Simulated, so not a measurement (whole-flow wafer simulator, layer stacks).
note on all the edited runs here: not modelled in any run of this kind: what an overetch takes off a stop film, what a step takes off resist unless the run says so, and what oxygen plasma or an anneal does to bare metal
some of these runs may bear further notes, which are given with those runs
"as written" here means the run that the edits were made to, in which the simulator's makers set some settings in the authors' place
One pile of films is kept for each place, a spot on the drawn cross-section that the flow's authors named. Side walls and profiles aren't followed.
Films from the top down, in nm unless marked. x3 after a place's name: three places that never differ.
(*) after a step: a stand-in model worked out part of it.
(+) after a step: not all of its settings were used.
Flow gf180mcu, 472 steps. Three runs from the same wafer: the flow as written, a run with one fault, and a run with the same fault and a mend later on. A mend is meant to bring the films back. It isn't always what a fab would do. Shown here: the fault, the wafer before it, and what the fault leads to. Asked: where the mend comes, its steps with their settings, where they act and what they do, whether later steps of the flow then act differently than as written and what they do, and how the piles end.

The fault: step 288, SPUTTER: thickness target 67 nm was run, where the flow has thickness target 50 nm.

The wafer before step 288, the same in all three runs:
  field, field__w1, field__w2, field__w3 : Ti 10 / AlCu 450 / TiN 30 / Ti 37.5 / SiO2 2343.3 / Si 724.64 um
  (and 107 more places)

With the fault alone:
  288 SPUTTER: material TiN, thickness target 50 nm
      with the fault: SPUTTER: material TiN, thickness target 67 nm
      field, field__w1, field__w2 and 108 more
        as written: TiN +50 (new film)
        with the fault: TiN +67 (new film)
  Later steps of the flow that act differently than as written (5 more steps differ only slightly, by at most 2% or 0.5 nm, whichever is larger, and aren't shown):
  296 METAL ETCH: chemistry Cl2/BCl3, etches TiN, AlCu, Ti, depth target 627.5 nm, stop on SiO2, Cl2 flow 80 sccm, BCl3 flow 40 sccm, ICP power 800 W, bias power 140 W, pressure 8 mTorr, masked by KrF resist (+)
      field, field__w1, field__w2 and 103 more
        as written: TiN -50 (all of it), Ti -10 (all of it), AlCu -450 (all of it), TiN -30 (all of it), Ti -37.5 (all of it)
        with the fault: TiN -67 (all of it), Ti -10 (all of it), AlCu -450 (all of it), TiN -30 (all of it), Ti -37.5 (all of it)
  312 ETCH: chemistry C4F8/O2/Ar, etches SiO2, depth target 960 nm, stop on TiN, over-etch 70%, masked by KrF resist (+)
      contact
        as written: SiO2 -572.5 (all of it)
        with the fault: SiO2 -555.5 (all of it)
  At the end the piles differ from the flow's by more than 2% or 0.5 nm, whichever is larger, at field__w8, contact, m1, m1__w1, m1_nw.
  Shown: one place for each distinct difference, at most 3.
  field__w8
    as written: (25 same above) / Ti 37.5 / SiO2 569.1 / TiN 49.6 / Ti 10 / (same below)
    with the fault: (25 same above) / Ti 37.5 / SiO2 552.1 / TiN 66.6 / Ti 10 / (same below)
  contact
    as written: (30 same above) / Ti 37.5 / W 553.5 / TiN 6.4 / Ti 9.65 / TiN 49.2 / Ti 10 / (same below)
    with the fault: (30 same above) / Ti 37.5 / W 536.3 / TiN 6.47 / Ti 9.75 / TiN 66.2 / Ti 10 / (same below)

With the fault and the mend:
  The mend comes after step 295.
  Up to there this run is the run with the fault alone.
  295a STRIP: chemistry O2/N2, power 2160 W, pressure 1700 mTorr (*)
      field__w8, contact, m1, m1__w1, m1_nw
        KrF resist -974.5 (all of it)
  295b METAL ETCH: chemistry Cl2/BCl3, etches TiN, AlCu, Ti, depth target 17 nm, Cl2 flow 80 sccm, BCl3 flow 40 sccm, ICP power 800 W, bias power 140 W, pressure 8 mTorr (the flow's step 260 once more, with other settings)
      field, field__w1, field__w2 and 108 more
        TiN -17
  295c HMDS: 120 C, 60 s (the flow's step 290 once more)
      changes no film at any place that is followed
  295d COAT: KrF resist, thickness 1000 nm (the flow's step 291 once more)
      field, field__w1, field__w2 and 108 more
        KrF resist +1000 (new film)
  295e SOFTBAKE: KrF resist (the flow's step 292 once more)
      changes no film at any place that is followed
  295f EXPOSE: photomask Metal2 (the flow's step 293 once more)
      changes no film at any place that is followed
  295g PEB: KrF resist, 135 C, 90 s (the flow's step 294 once more)
      field, field__w1, field__w2 and 108 more
        KrF resist -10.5
  295h DEVELOP: thickness 1000 nm, 60 s (the flow's step 295 once more)
      field, field__w1, field__w2 and 103 more
        KrF resist -989.5 (all of it)
      field__w8, contact, m1, m1__w1, m1_nw
        KrF resist -14.9
  No later step of the flow acts differently than as written at any place that is followed.
  At the end the piles are the same as the flow's at every place that both follow.
